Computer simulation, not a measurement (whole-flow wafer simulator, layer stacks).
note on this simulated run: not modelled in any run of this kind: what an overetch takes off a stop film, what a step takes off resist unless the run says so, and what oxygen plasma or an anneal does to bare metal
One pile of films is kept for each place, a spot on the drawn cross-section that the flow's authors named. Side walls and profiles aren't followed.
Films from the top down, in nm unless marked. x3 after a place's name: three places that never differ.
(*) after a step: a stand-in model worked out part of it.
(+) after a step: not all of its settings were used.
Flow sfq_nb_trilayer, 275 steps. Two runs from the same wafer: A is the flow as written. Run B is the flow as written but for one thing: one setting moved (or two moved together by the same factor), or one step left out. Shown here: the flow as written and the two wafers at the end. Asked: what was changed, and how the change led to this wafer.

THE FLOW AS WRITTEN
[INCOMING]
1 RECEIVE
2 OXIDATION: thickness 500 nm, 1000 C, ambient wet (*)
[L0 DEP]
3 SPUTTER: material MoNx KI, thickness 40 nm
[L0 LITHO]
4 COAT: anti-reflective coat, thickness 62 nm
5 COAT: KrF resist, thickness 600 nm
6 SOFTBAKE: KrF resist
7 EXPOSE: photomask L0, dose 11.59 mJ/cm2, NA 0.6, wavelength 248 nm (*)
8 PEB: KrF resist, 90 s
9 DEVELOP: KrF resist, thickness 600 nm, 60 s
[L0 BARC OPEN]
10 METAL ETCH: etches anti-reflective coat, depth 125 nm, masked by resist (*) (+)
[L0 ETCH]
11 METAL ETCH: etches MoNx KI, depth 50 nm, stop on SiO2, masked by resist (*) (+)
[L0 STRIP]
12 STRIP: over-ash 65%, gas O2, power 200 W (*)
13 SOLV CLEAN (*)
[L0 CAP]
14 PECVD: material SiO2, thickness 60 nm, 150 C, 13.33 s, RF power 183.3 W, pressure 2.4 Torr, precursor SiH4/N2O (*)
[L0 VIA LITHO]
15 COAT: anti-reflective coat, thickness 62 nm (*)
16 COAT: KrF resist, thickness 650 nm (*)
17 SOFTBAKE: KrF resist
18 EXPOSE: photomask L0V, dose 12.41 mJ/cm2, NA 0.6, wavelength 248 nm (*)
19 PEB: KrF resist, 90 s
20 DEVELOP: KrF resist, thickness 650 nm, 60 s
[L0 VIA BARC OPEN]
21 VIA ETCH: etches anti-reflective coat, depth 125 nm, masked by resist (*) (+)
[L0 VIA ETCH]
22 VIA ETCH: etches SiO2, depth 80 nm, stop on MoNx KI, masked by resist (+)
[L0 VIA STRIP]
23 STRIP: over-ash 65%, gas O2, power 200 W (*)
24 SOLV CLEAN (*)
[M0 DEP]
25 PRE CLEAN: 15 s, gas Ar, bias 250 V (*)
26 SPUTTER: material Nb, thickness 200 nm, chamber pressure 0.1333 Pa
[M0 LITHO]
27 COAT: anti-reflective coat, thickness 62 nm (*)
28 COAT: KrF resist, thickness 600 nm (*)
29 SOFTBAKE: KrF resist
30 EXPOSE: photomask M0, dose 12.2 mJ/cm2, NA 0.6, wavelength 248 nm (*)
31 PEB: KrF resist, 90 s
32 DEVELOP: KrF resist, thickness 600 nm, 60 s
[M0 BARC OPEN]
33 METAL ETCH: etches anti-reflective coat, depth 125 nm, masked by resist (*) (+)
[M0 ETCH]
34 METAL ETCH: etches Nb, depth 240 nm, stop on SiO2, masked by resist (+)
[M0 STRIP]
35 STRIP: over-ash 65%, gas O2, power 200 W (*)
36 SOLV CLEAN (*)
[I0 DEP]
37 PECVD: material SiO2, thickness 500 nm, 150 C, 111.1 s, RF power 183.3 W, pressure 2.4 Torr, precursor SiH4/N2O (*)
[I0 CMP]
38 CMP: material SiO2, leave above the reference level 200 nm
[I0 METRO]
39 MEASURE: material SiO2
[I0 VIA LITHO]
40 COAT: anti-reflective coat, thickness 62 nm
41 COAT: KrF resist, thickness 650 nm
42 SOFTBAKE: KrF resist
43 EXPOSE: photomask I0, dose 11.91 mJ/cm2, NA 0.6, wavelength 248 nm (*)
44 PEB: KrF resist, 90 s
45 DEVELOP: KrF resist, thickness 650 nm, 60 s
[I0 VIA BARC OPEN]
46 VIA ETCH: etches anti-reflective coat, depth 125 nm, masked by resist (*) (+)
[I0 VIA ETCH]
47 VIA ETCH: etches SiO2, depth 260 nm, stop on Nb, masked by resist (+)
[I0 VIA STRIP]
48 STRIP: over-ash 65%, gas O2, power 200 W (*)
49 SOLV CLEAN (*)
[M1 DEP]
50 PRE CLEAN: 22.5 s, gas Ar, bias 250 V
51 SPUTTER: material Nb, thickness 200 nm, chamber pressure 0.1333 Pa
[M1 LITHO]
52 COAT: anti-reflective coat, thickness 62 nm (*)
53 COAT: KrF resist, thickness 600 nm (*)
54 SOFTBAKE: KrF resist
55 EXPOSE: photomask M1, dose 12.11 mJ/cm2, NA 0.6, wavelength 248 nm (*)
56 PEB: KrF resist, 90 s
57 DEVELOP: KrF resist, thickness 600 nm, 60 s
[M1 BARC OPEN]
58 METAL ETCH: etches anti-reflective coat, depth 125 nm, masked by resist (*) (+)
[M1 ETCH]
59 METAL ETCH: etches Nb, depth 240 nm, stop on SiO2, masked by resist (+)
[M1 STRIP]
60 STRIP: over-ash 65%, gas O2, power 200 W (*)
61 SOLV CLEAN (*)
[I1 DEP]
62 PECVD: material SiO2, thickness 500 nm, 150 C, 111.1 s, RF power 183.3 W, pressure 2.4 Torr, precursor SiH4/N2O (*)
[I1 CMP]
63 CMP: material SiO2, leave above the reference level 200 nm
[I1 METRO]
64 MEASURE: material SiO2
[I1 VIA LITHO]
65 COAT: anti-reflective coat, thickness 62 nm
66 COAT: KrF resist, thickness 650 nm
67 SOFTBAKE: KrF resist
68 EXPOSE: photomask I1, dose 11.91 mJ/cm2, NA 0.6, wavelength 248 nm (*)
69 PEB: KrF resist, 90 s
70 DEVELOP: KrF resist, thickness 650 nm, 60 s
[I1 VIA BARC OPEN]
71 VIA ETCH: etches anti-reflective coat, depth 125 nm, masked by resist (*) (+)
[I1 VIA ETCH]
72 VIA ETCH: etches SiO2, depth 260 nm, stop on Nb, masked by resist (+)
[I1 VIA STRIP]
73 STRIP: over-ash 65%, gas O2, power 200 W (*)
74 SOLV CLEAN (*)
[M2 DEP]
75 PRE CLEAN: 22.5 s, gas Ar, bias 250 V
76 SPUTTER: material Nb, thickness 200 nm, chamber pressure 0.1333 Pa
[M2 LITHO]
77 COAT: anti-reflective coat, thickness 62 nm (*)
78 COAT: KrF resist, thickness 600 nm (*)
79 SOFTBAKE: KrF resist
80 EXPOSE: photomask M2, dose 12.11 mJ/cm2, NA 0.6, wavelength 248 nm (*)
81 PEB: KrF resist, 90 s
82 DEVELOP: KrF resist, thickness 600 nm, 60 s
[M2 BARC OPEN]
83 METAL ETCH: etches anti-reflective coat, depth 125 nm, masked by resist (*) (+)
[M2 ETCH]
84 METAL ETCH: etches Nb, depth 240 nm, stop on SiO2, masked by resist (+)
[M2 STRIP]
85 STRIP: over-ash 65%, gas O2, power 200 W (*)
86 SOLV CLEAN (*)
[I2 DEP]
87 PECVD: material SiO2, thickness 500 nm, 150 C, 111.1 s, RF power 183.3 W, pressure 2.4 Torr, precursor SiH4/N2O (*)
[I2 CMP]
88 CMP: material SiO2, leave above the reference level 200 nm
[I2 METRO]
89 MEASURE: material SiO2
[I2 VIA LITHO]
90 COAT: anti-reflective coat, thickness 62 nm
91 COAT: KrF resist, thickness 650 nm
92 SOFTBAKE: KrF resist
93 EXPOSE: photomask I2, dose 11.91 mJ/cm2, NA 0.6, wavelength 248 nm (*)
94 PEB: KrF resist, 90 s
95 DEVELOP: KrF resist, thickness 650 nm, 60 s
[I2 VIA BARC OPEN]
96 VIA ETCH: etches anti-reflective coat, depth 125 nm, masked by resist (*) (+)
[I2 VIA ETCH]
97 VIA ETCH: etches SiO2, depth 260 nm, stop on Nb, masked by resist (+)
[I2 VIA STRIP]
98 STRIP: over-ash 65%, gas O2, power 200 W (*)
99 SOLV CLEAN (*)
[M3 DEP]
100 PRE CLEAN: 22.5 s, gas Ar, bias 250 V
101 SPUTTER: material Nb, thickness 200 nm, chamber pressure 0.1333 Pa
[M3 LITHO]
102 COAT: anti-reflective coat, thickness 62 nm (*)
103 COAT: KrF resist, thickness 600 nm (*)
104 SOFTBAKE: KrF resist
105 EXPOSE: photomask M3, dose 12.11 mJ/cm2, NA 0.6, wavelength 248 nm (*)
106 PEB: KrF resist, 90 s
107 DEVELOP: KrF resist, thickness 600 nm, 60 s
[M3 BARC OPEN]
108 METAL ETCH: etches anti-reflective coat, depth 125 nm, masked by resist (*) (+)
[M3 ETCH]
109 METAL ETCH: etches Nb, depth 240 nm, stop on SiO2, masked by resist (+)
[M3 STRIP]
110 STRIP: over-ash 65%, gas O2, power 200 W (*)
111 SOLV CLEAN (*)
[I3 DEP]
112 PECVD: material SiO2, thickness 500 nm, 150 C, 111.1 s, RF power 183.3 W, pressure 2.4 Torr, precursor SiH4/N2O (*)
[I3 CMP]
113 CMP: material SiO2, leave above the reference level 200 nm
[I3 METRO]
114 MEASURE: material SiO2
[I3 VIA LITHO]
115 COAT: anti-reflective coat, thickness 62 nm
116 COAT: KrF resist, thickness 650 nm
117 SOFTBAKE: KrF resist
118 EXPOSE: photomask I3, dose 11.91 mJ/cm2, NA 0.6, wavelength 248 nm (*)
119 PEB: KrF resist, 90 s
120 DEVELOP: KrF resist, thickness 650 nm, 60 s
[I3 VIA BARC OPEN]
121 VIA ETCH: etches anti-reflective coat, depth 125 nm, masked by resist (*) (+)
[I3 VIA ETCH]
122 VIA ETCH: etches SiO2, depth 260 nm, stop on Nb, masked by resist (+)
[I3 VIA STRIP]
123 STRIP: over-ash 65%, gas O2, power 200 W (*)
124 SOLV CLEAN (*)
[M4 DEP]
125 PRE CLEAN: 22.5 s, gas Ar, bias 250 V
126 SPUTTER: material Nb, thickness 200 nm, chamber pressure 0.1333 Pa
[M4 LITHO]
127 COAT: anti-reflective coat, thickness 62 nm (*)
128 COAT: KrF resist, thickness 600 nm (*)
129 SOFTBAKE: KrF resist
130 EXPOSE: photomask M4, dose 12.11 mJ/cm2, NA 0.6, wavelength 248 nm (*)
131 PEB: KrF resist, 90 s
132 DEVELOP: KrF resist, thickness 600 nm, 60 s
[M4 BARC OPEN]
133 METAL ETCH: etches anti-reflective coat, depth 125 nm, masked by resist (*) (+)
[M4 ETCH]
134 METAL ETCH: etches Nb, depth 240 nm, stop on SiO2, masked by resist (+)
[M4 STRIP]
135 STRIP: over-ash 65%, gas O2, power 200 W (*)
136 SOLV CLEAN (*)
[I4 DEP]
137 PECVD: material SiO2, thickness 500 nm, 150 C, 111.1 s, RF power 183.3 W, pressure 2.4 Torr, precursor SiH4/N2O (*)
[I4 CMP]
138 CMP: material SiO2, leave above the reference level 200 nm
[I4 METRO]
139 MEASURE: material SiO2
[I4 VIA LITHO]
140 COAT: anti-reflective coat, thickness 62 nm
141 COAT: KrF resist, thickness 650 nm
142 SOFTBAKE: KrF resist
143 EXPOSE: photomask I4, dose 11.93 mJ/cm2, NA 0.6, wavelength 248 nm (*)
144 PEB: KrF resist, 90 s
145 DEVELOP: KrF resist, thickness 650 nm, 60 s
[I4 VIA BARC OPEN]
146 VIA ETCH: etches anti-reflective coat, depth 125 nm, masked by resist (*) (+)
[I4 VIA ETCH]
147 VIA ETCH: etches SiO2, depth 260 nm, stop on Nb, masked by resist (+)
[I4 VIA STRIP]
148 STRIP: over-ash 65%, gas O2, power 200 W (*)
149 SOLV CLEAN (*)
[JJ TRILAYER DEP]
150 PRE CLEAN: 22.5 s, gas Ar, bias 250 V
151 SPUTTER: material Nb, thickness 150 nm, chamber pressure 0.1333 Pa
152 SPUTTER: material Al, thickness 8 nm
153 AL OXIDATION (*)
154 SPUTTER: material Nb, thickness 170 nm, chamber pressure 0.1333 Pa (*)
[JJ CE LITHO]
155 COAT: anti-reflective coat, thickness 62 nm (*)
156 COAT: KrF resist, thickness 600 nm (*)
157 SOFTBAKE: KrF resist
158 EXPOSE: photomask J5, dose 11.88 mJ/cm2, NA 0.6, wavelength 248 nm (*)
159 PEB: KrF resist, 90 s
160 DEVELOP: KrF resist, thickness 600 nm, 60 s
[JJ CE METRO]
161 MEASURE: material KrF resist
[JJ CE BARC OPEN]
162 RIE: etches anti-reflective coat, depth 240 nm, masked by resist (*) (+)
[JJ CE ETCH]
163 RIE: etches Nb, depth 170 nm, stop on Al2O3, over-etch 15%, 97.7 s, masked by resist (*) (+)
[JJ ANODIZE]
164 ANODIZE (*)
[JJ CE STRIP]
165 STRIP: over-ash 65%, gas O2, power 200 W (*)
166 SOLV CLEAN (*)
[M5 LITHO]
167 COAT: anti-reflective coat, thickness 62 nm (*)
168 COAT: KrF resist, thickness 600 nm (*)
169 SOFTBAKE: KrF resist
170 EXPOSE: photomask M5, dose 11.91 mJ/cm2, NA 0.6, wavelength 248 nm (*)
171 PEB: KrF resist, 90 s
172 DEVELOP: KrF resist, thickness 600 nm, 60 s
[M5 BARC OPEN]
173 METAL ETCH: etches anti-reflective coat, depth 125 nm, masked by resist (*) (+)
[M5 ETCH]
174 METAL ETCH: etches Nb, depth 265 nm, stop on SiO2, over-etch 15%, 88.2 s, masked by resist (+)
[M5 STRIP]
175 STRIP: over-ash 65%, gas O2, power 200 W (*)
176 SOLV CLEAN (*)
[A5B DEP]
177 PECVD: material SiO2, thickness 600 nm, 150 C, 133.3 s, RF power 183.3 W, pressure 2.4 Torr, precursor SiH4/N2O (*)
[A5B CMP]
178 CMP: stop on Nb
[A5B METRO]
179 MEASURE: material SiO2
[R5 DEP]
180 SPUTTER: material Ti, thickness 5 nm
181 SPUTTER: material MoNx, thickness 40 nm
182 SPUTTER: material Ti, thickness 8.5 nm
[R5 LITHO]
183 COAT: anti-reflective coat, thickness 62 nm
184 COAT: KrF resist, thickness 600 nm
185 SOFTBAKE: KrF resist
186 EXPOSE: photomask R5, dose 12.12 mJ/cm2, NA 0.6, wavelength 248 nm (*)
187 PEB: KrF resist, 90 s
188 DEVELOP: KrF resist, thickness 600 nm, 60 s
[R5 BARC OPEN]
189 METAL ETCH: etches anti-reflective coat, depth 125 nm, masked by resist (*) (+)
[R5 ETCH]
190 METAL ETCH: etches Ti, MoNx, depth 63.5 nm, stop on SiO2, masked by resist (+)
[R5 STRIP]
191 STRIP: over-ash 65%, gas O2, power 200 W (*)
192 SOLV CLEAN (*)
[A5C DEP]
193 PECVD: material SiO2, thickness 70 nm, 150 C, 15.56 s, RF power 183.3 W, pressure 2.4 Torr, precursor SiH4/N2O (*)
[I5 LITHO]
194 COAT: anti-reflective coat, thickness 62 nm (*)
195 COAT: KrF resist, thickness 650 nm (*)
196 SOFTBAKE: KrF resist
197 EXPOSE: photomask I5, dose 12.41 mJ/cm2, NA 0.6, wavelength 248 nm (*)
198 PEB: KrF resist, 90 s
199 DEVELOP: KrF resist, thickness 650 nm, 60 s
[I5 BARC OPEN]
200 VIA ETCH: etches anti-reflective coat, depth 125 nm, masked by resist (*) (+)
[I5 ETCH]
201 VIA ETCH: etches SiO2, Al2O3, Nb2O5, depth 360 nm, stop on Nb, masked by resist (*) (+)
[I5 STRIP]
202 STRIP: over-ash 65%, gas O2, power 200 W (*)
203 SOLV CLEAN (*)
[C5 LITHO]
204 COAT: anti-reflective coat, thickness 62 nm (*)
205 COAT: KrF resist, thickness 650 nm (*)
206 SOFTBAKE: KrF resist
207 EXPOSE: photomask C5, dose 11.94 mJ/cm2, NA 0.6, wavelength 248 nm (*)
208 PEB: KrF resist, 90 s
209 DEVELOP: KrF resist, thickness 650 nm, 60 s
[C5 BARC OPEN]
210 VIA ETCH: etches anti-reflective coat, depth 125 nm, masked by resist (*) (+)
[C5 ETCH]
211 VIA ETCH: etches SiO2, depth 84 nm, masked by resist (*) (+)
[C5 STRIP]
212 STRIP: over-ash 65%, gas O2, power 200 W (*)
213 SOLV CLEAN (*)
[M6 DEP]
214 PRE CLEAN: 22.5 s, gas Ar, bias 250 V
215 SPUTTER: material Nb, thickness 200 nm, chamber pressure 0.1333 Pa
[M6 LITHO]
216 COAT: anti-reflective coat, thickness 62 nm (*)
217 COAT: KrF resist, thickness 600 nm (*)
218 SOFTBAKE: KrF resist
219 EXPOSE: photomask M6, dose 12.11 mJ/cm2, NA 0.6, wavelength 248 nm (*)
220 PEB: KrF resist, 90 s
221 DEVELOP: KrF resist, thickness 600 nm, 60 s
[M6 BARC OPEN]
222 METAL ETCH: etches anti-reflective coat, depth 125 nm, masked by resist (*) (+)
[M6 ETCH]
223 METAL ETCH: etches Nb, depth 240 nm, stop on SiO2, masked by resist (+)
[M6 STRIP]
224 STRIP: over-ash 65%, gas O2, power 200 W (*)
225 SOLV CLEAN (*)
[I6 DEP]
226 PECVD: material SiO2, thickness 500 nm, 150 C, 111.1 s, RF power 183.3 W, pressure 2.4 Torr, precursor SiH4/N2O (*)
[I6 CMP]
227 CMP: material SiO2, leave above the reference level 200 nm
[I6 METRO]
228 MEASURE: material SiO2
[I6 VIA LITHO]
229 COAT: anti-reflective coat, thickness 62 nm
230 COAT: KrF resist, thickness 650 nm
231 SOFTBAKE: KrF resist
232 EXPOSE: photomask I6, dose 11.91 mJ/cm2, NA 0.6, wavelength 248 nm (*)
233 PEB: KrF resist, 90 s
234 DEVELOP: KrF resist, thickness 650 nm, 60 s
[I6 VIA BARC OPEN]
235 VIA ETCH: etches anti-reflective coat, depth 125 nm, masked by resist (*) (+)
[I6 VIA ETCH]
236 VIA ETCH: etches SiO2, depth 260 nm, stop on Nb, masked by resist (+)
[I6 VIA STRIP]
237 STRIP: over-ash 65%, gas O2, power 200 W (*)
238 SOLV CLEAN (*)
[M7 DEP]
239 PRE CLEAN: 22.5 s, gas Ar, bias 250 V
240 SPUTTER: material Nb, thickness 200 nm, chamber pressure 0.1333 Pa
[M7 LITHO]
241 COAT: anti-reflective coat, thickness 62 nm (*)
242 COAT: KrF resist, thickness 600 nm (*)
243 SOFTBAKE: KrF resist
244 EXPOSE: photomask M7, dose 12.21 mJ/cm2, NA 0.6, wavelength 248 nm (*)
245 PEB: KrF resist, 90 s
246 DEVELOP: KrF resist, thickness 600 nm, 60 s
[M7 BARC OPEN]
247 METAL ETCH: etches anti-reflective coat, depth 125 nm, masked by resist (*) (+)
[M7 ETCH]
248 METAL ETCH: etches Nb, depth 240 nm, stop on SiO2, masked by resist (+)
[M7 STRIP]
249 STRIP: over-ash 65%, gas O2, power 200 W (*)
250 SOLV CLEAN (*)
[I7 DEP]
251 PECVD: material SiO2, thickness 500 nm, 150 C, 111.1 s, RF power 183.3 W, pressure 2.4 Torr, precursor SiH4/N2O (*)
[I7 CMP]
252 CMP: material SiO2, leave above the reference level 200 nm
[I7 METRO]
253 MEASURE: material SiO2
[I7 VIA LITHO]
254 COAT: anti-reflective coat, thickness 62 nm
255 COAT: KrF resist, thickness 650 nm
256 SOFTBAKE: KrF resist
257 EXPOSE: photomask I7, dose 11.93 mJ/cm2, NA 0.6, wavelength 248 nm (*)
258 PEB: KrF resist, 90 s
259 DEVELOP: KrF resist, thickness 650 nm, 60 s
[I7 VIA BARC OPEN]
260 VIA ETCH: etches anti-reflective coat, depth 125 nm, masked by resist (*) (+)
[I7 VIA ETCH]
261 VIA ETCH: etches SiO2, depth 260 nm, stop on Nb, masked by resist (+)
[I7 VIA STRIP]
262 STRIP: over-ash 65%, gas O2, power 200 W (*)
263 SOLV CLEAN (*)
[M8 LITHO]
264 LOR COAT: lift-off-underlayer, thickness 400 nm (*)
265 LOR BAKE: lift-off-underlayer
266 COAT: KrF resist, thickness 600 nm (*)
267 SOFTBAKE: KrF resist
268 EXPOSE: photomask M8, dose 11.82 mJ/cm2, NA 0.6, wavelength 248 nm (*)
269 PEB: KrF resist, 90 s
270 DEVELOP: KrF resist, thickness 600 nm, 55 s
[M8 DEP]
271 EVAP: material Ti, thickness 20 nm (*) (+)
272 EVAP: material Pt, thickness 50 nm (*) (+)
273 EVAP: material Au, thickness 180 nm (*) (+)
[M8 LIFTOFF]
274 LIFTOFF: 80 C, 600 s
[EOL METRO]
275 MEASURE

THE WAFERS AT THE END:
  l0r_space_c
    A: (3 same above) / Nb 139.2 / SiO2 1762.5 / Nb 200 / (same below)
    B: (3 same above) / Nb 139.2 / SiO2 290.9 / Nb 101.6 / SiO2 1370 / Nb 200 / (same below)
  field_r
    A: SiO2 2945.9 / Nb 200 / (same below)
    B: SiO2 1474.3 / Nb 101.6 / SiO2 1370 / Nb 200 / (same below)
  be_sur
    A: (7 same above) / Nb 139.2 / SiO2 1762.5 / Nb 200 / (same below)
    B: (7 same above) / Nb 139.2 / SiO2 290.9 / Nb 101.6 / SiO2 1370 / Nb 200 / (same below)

The cause: step 134, METAL ETCH: depth 98.4 nm was run, where the flow has depth 240 nm.

How the change led to this, step by step:
  134 METAL ETCH: etches Nb, depth 240 nm, stop on SiO2, masked by resist (+)
      field_l, be, be_sur and 64 more: A Nb -200 (all of it) | B Nb -98.4
      v_sur, via_wl, via_w and 36 more: A KrF resist -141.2 | B KrF resist -57.9
  135 STRIP: over-ash 65%, gas O2, power 200 W (*)
      p4_fl, p4_fm, p4_w1 and 26 more: A KrF resist -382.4 (all of it), anti-reflective coat -62 (all of it) | B KrF resist -465.7 (all of it), anti-reflective coat -62 (all of it)
      ln_m5, lsp_m, ln_m6: A KrF resist -381.9 (all of it), anti-reflective coat -61.8 (all of it) | B KrF resist -465.2 (all of it), anti-reflective coat -61.8 (all of it)
      (and at 7 more places)
  137 PECVD: material SiO2, thickness 500 nm, 150 C, 111.1 s, RF power 183.3 W, pressure 2.4 Torr, precursor SiH4/N2O (*)
      field_l, be, be_sur and 55 more: A SiO2 +500 | B SiO2 +500 (new film)
      p3_s0, p3_s1, p3_s2, p3_s3, p3_s4, p3_s5: A SiO2 +557.1 | B SiO2 +500 (new film)
      (and at 3 more places)
  138 CMP: material SiO2, leave above the reference level 200 nm
      field_l, be, be_sur and 55 more: A SiO2 -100 | B SiO2 -201.6
      p3_s0, p3_s1, p3_s2, p3_s3, p3_s4, p3_s5: A SiO2 -157.1 | B SiO2 -201.6
      (and at 3 more places)
Counting metal films that touch as one body, l0r_space_c has 3 bodies (between them, from the top down: SiO2 290.9; SiO2 1370); the flow as written gives 2 bodies (between them, from the top down: SiO2 1762.5).
Counting metal films that touch as one body, field_r has 2 bodies (between them, from the top down: SiO2 1370); the flow as written gives 1 body.
Counting metal films that touch as one body, be_sur has 5 bodies (between them, from the top down: SiO2 192.5; SiO2 209 / Al2O3 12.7 / Nb2O5 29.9; SiO2 290.9; SiO2 1370); the flow as written gives 4 bodies (between them, from the top down: SiO2 192.5; SiO2 209 / Al2O3 12.7 / Nb2O5 29.9; SiO2 1762.5).
